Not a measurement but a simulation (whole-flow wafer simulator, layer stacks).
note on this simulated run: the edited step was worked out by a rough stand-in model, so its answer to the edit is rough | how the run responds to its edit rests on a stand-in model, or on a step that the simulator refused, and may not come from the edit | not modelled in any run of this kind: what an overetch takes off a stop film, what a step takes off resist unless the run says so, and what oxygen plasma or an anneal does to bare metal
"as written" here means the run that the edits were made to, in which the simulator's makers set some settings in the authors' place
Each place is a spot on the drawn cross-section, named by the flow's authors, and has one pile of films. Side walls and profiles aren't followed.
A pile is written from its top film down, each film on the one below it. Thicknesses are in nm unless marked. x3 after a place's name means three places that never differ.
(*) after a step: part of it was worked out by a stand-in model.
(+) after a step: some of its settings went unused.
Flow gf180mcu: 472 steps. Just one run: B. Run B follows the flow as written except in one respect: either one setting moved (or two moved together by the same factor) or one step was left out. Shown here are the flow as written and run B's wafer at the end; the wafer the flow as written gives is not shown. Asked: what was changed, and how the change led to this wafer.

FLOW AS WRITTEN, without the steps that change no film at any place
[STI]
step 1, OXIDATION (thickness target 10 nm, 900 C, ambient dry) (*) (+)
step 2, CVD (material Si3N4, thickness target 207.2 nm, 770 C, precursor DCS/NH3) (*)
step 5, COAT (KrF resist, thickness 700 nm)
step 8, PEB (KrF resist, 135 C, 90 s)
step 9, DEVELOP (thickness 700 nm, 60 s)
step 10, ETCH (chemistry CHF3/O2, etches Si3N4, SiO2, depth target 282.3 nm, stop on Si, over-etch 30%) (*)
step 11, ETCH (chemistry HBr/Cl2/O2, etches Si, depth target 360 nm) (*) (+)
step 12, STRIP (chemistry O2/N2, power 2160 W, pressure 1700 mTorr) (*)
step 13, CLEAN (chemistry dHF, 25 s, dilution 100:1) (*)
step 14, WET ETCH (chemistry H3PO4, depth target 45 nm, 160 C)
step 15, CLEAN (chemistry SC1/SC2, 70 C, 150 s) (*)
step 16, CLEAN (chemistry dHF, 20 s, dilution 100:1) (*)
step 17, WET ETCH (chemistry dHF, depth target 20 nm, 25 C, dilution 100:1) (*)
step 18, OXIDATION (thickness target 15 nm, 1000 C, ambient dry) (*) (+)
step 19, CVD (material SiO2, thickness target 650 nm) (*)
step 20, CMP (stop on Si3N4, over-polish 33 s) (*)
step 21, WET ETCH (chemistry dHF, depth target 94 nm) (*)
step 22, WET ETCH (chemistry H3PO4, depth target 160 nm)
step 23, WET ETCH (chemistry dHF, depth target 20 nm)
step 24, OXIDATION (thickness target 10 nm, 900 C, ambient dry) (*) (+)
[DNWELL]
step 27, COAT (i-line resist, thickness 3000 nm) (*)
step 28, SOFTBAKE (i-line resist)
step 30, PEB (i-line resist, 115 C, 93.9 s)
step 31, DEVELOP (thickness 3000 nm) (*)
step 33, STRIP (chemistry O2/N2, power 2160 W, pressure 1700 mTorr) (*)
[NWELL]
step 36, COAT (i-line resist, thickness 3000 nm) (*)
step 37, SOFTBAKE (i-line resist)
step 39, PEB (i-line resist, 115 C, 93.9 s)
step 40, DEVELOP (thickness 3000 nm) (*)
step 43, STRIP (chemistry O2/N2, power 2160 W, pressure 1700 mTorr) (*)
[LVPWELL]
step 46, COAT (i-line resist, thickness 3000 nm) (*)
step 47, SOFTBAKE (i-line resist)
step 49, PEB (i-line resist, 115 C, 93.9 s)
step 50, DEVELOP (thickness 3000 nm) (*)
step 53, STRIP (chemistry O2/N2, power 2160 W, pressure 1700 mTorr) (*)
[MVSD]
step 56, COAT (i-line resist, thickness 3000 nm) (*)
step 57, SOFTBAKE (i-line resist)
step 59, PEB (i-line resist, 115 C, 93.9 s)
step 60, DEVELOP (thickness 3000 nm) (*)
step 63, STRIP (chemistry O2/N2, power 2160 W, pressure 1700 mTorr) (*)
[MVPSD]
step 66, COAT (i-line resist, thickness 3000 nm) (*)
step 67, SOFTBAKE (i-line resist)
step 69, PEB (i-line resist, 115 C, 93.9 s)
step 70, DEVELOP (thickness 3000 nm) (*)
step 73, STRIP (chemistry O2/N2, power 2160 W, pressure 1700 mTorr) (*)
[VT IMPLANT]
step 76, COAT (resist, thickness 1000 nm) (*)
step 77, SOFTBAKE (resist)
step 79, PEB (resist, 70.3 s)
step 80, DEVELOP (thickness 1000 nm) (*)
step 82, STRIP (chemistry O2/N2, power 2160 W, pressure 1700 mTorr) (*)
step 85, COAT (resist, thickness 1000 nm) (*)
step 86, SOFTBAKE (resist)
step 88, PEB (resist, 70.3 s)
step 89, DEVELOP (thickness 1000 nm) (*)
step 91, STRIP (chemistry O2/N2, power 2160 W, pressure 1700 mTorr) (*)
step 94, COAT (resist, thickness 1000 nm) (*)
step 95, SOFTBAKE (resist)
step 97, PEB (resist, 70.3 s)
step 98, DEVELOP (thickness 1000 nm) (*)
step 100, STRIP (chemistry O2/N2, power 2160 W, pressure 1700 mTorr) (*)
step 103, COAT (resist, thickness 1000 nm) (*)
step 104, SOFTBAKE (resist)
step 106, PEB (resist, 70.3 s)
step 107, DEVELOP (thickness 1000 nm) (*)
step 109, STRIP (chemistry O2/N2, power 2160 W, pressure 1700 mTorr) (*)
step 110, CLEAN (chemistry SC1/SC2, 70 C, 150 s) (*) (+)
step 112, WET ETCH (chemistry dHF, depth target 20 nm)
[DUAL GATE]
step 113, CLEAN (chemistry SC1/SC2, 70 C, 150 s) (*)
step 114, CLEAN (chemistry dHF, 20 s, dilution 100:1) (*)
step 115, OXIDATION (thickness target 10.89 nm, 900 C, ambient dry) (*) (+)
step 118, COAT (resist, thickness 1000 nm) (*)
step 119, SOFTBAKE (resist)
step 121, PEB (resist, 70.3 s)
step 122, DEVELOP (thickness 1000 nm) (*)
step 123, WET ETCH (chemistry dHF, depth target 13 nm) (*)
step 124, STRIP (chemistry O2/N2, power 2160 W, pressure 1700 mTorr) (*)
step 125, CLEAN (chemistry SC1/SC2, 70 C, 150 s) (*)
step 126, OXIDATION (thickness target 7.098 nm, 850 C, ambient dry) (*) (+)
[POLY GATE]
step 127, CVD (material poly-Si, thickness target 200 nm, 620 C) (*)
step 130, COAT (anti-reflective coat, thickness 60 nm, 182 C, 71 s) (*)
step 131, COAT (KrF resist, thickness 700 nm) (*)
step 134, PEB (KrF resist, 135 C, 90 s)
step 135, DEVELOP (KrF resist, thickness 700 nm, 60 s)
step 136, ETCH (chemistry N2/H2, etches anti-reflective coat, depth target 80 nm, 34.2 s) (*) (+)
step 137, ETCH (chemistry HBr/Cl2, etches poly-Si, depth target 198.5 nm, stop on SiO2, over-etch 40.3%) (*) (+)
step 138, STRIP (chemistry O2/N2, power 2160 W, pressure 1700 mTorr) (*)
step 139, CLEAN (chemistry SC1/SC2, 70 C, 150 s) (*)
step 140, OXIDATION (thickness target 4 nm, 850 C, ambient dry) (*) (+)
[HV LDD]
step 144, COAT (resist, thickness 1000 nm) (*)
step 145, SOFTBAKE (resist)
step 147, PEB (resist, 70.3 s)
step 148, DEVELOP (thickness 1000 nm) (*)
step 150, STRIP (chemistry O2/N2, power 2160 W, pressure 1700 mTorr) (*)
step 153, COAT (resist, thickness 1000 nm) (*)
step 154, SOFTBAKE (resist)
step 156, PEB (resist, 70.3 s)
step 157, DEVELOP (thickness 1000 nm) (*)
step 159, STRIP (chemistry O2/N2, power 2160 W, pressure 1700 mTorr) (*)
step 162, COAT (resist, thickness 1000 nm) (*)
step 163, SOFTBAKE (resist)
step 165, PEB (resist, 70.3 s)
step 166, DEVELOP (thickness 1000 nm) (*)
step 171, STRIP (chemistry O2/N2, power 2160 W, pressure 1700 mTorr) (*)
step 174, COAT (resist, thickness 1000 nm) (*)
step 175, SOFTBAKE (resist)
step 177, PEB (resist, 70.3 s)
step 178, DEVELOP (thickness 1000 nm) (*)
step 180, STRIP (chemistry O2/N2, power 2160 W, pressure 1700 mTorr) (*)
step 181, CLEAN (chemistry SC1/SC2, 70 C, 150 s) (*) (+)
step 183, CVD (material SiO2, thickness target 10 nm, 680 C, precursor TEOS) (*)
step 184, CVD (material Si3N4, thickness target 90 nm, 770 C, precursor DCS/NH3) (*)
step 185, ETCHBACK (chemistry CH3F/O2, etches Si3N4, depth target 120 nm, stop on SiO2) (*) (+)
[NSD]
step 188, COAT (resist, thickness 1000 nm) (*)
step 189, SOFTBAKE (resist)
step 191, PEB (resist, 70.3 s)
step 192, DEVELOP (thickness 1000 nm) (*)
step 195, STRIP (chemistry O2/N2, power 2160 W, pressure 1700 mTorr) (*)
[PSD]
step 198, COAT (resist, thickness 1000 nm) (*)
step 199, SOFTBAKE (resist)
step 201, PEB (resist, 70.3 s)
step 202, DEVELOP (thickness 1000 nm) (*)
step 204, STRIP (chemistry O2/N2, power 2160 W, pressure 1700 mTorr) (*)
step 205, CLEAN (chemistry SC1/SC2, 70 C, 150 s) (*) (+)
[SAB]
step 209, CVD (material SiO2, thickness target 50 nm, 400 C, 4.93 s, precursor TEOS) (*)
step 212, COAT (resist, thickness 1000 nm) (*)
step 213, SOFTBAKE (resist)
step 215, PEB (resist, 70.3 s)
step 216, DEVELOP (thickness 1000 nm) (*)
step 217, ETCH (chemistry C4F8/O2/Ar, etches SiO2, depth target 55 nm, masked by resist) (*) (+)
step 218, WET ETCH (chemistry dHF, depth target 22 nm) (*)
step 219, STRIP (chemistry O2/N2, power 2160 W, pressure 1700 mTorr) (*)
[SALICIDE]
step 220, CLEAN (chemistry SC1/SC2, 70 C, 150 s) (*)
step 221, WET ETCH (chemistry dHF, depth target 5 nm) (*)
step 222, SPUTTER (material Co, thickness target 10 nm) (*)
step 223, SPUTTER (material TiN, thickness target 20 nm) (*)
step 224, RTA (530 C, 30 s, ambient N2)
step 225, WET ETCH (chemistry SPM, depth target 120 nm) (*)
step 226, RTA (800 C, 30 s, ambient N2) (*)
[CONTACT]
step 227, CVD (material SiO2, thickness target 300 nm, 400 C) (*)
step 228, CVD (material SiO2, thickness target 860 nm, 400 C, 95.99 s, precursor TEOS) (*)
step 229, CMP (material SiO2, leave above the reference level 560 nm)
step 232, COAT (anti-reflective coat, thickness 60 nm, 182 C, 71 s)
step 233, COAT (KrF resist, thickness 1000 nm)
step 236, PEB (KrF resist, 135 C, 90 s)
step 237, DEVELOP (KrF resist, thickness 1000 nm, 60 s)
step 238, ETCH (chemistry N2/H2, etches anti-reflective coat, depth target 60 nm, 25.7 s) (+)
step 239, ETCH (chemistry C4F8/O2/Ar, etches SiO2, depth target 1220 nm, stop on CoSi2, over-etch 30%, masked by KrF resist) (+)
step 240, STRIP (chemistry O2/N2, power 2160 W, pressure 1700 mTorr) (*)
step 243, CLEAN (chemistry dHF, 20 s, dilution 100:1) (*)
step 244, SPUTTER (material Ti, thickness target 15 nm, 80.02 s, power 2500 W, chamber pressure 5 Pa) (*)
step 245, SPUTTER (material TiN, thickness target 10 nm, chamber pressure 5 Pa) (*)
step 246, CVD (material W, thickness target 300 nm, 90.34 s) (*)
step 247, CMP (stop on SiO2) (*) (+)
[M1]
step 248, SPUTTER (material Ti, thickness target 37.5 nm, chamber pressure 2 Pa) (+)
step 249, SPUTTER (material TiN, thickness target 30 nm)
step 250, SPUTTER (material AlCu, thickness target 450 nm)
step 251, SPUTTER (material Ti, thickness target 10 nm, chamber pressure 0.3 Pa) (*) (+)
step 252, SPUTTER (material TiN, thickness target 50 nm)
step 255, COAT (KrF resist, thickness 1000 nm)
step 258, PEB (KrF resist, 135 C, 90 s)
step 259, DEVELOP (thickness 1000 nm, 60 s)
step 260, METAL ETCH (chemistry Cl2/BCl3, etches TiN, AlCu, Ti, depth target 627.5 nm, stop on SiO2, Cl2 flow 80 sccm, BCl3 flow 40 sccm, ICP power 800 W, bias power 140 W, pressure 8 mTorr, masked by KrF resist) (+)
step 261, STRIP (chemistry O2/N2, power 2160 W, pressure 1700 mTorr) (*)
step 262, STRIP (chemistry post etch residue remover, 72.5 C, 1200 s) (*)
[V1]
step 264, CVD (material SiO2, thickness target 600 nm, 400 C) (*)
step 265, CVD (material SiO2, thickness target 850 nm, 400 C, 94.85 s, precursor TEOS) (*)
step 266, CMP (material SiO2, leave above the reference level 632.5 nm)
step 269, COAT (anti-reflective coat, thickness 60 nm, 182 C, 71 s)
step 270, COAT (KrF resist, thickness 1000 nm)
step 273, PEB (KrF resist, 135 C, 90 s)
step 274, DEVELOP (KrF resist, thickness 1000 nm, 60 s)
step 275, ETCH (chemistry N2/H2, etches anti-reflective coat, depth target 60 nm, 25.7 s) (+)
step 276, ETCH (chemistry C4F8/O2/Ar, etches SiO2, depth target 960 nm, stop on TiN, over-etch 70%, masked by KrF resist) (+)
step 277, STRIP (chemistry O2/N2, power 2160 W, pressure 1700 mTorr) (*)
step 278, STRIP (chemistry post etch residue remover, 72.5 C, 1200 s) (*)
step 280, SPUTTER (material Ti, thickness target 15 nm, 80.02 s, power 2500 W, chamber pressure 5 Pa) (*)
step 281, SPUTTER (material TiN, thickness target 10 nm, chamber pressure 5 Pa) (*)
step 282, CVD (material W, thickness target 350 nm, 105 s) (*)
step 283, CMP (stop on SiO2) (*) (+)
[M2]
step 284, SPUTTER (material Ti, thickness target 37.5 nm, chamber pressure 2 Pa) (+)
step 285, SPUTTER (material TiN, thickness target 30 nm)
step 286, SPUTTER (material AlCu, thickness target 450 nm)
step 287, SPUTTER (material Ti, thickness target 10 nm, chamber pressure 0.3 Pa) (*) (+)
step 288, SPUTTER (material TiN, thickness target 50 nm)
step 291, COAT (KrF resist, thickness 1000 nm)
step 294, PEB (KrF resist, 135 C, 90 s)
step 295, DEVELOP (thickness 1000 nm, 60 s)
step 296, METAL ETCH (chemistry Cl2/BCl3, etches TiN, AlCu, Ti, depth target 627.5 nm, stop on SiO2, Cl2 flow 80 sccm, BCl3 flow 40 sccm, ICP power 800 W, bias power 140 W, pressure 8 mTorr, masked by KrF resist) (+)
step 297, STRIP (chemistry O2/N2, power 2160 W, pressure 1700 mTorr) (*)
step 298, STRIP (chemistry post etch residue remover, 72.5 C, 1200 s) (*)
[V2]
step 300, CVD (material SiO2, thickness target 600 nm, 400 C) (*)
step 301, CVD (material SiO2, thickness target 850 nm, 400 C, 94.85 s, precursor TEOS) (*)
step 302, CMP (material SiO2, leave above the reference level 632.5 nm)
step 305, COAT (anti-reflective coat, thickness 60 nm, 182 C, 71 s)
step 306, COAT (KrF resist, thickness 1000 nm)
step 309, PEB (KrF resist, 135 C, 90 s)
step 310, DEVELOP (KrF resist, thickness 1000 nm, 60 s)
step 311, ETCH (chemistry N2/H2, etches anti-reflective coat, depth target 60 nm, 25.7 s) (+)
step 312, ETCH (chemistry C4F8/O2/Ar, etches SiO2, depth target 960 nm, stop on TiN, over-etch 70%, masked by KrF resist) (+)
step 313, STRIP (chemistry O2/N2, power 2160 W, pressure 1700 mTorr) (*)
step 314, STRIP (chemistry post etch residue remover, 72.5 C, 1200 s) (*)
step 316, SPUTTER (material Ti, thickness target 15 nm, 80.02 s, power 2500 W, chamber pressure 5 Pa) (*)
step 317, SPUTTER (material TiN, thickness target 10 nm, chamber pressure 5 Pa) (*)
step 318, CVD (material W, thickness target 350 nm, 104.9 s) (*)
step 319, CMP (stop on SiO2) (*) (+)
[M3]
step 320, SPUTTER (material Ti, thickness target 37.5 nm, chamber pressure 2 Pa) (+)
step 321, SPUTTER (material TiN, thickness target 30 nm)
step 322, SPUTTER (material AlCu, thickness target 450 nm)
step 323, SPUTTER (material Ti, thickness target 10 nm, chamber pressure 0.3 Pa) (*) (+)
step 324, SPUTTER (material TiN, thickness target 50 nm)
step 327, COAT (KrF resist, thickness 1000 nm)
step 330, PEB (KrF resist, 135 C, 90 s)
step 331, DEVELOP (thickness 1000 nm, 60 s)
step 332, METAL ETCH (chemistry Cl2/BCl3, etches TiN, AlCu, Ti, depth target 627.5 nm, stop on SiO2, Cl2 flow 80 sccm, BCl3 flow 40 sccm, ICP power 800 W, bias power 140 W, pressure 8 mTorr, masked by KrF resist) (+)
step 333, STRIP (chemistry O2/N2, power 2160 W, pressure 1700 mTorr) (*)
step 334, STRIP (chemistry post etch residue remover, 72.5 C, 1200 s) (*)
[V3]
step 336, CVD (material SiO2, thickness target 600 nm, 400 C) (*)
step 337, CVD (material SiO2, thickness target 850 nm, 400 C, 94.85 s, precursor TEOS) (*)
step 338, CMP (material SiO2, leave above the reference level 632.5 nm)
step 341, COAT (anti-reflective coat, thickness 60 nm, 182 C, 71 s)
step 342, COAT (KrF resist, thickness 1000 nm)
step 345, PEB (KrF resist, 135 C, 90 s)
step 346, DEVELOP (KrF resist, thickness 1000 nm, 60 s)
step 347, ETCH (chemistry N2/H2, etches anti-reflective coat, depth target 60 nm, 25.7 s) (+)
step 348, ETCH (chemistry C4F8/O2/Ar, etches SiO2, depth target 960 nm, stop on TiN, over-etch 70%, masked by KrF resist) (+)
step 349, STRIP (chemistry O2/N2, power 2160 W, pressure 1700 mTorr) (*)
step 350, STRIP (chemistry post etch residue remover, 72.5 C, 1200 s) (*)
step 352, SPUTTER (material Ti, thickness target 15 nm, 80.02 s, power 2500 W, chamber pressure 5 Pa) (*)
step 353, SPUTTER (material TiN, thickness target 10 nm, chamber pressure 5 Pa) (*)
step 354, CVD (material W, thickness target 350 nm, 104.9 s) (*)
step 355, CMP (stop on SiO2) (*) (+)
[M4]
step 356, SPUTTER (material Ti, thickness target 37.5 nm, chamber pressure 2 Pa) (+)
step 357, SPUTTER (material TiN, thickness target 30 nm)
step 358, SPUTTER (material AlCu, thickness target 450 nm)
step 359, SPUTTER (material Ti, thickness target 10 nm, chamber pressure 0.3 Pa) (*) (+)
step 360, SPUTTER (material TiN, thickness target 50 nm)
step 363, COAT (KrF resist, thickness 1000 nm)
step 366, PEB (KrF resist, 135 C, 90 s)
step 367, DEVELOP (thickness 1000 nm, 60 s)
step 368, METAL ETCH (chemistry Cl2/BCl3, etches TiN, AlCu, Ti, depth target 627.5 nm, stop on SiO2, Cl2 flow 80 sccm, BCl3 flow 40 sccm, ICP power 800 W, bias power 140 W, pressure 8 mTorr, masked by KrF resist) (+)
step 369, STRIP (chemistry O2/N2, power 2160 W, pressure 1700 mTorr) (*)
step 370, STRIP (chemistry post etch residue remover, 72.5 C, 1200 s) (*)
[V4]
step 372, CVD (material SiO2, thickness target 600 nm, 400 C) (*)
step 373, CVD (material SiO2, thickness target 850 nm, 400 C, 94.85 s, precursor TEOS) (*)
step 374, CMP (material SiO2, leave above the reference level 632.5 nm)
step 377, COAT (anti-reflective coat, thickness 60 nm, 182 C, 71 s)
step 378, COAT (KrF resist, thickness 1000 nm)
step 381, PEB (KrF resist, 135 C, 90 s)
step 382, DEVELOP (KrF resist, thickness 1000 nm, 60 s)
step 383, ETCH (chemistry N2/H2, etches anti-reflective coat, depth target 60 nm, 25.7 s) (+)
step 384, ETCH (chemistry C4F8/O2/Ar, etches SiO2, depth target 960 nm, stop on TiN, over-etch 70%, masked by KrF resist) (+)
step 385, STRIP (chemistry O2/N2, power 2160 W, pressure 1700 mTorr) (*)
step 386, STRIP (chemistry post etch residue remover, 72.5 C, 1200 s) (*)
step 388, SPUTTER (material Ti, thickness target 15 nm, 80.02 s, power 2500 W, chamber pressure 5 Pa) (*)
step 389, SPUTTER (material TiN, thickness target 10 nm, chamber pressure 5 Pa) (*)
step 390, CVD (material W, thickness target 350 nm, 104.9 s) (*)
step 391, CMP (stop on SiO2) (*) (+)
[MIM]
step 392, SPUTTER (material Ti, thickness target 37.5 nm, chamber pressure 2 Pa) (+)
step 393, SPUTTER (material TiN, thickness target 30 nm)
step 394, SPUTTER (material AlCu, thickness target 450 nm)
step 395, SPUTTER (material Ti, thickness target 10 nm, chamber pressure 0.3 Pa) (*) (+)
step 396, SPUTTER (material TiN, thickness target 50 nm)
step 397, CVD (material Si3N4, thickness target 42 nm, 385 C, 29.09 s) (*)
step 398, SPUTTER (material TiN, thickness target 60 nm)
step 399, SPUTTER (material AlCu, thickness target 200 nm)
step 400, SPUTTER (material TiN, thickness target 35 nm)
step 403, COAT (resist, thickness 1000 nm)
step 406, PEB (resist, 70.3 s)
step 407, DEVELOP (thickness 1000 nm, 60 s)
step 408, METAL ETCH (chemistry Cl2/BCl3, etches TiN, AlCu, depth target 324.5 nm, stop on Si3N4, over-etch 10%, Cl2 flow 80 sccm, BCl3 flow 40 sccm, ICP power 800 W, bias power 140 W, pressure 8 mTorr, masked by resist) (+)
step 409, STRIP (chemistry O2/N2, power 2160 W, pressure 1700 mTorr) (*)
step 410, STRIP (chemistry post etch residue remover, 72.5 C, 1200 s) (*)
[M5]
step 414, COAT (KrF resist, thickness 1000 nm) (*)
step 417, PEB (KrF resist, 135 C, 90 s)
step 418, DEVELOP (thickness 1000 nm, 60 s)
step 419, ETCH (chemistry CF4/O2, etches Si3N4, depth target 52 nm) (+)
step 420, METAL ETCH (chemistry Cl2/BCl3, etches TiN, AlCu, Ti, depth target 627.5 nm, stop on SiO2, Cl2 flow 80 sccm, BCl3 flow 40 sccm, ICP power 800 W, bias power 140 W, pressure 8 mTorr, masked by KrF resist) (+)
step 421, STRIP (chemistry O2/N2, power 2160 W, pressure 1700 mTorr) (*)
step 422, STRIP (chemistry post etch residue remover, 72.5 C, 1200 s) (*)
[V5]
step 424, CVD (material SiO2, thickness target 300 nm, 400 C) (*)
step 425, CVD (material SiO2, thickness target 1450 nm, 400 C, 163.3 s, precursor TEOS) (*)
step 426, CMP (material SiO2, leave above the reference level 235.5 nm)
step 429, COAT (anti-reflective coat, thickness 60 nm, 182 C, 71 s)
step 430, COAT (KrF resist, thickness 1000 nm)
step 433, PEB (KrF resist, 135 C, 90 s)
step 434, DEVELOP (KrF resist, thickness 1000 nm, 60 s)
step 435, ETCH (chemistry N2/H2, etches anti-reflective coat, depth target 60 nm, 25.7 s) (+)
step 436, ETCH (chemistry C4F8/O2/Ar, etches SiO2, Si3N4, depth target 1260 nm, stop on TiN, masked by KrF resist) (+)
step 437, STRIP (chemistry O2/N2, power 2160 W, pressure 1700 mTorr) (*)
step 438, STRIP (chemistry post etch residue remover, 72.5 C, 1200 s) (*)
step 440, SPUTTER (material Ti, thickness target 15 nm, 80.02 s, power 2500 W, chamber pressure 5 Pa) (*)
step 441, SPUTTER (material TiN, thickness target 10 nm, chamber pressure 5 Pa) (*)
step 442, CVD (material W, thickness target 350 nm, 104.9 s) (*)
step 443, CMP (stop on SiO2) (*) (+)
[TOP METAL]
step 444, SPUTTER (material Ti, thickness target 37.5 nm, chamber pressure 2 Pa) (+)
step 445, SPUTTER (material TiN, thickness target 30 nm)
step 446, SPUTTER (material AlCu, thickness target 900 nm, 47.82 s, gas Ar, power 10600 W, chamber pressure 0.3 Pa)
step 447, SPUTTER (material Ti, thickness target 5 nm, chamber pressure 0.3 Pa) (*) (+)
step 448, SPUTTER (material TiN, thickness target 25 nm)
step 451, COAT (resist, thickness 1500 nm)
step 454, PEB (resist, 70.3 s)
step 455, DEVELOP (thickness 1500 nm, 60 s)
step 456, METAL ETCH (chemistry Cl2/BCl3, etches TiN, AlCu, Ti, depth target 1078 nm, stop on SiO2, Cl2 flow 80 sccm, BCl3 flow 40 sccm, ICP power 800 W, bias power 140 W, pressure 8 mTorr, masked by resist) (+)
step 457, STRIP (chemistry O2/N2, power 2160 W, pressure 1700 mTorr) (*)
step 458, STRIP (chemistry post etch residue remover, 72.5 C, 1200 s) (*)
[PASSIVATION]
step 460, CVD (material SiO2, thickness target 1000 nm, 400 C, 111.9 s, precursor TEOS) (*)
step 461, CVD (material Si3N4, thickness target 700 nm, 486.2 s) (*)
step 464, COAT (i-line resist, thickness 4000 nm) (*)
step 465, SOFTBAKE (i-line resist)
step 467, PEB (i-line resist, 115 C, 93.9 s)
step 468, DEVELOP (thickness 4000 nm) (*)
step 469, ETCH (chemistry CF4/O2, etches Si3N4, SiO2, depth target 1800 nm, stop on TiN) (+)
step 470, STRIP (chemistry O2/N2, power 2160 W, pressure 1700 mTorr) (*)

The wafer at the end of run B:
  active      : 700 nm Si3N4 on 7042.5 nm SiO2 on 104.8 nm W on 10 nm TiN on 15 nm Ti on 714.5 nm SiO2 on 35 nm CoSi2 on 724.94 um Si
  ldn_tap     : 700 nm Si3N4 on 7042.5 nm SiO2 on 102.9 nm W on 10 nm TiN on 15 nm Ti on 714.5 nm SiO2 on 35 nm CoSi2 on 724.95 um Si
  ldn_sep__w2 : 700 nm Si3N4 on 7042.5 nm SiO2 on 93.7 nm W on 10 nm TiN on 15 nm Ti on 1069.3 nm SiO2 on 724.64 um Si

What caused this: step 228, CVD: thickness target 408 nm was run, whereas the flow has thickness target 860 nm; step 228, CVD: 45.6 s was run, where the flow has 95.99 s.

Step by step, how the change led to this:
  step 228, CVD (material SiO2, thickness target 860 nm, 400 C, 95.99 s, precursor TEOS) (*)
      field, field__w7, field__w8 and 70 more: +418 SiO2 (it would be, as written: +860 SiO2)
      field__w3, field__w12: +396.1 SiO2 (it would be, as written: +807.3 SiO2)
      (also at 36 further places)
  step 229, CMP (material SiO2, leave above the reference level 560 nm)
      ldn_sep__w1, ldn_sep__w2, ldn_dft and 8 more: nothing (it would be, as written: -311 SiO2)
      active, p_well, sd_n, iso_ptap_pw, iso_ntap_nw, iso_ptap_sub, vpnp_e: nothing (it would be, as written: -299.9 SiO2)
      (also at 93 further places)
  step 232, COAT (anti-reflective coat, thickness 60 nm, 182 C, 71 s)
      sti, mim_1p0, pad, dice_street: +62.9 anti-reflective coat (new film) (it would be, as written: +60 anti-reflective coat (new film))
      field__w2, active: +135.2 anti-reflective coat (new film) (it would be, as written: +60 anti-reflective coat (new film))
      (also at 97 further places)
  step 233, COAT (KrF resist, thickness 1000 nm)
      field: +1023 KrF resist (new film) (it would be, as written: +1000 KrF resist (new film))
      field__w1: +1028.1 KrF resist (new film) (it would be, as written: +1000 KrF resist (new film))
      (also at 56 further places)
  step 236, PEB (KrF resist, 135 C, 90 s)
      field_sub__w1, mim: -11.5 KrF resist (it would be, as written: -10.5 KrF resist)
      ld_gate_n, ld_gate_p: -9.63 KrF resist (it would be, as written: -10.5 KrF resist)
      (also at 24 further places)
  step 237, DEVELOP (KrF resist, thickness 1000 nm, 60 s)
      contact: -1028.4 KrF resist (all of it) (it would be, as written: -989.5 KrF resist (all of it))
      polyc_n: -928 KrF resist (all of it) (it would be, as written: -989.5 KrF resist (all of it))
      (also at 1 further place)
  step 238, ETCH (chemistry N2/H2, etches anti-reflective coat, depth target 60 nm, 25.7 s) (+)
      contact: -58 anti-reflective coat (all of it), -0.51 SiO2 (it would be, as written: -60 anti-reflective coat (all of it), -0.46 SiO2)
      polyc_n: -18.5 anti-reflective coat (all of it), -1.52 SiO2 (it would be, as written: -60 anti-reflective coat (all of it), -0.46 SiO2)
      (also at 1 further place)
  step 239, ETCH (chemistry C4F8/O2/Ar, etches SiO2, depth target 1220 nm, stop on CoSi2, over-etch 30%, masked by KrF resist) (+)
      field, field__w1, field__w2 and 105 more: -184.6 KrF resist (it would be, as written: -223.5 KrF resist)
      contact: -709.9 SiO2 (all of it) (it would be, as written: -859.5 SiO2 (all of it))
  step 240, STRIP (chemistry O2/N2, power 2160 W, pressure 1700 mTorr) (*)
      sti, mim_1p0, pad, dice_street: -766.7 KrF resist (all of it), -62.9 anti-reflective coat (all of it) (it would be, as written: -707.7 KrF resist (all of it), -60 anti-reflective coat (all of it))
      p_well, sd_n: -766.7 KrF resist (all of it), -59.8 anti-reflective coat (all of it) (it would be, as written: -707.7 KrF resist (all of it), -60 anti-reflective coat (all of it))
      (also at 102 further places)
  step 244, SPUTTER (material Ti, thickness target 15 nm, 80.02 s, power 2500 W, chamber pressure 5 Pa) (*)
      field__w3, ld_sd_n, ld_sd_p: +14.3 Ti (new film) (it would be, as written: +15 Ti (new film))
      field__w12, ld_drift_n: +13.6 Ti (new film) (it would be, as written: +15 Ti (new film))
      (also at 3 further places)
  step 245, SPUTTER (material TiN, thickness target 10 nm, chamber pressure 5 Pa) (*)
      field__w12: +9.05 TiN (new film) (it would be, as written: +10 TiN (new film))
      contact: +6 TiN (new film) (it would be, as written: +5.48 TiN (new film))
      (also at 2 further places)
  step 246, CVD (material W, thickness target 300 nm, 90.34 s) (*)
      contact: +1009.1 W (new film) (it would be, as written: +1167.5 W (new film))
  step 247, CMP (stop on SiO2) (*) (+)
      gate, gate_hv, gate_p and 23 more: -300 W (all of it), -10 TiN (all of it), -15 Ti (all of it) (it would be, as written: -300 W (all of it), -10 TiN (all of it), -15 Ti (all of it), -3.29 SiO2)
      ldn_sep__w1, ldn_sep__w2, ldn_dft and 8 more: -194 W (it would be, as written: -300 W (all of it), -10 TiN (all of it), -15 Ti (all of it), -3.29 SiO2)
      (also at 72 further places)
  step 260, METAL ETCH (chemistry Cl2/BCl3, etches TiN, AlCu, Ti, depth target 627.5 nm, stop on SiO2, Cl2 flow 80 sccm, BCl3 flow 40 sccm, ICP power 800 W, bias power 140 W, pressure 8 mTorr, masked by KrF resist) (+)
      field, field__w1, field__w2 and 75 more: -50 TiN (all of it), -10 Ti (all of it), -450 AlCu (all of it), -30 TiN (all of it), -37.5 Ti (all of it), -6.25 W (it would be, as written: -50 TiN (all of it), -10 Ti (all of it), -450 AlCu (all of it), -30 TiN (all of it), -37.5 Ti (all of it))
  step 262, STRIP (chemistry post etch residue remover, 72.5 C, 1200 s) (*)
      field, field__w1, field__w2 and 74 more: -6.01 W (it would be, as written: nothing)
      spacer: -5.87 W (all of it), -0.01 TiN (it would be, as written: nothing)
  step 264, CVD (material SiO2, thickness target 600 nm, 400 C) (*)
      field, field__w1, field__w2 and 75 more: +600 SiO2 (new film) (it would be, as written: +600 SiO2)
  step 266, CMP (material SiO2, leave above the reference level 632.5 nm)
      field, field__w1, field__w2 and 74 more: -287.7 SiO2 (it would be, as written: -300 SiO2)
      spacer: -287.9 SiO2 (it would be, as written: -300 SiO2)
With metal films that touch counted as one body, active has 2 bodies (between them, from the top down: SiO2 714.5); the flow as written gives 1 body.
With metal films that touch counted as one body, ldn_tap has 2 bodies (between them, from the top down: SiO2 714.5); the flow as written gives 1 body.
With metal films that touch counted as one body, ldn_sep__w2 has 1 body; the flow as written gives 0 bodies.
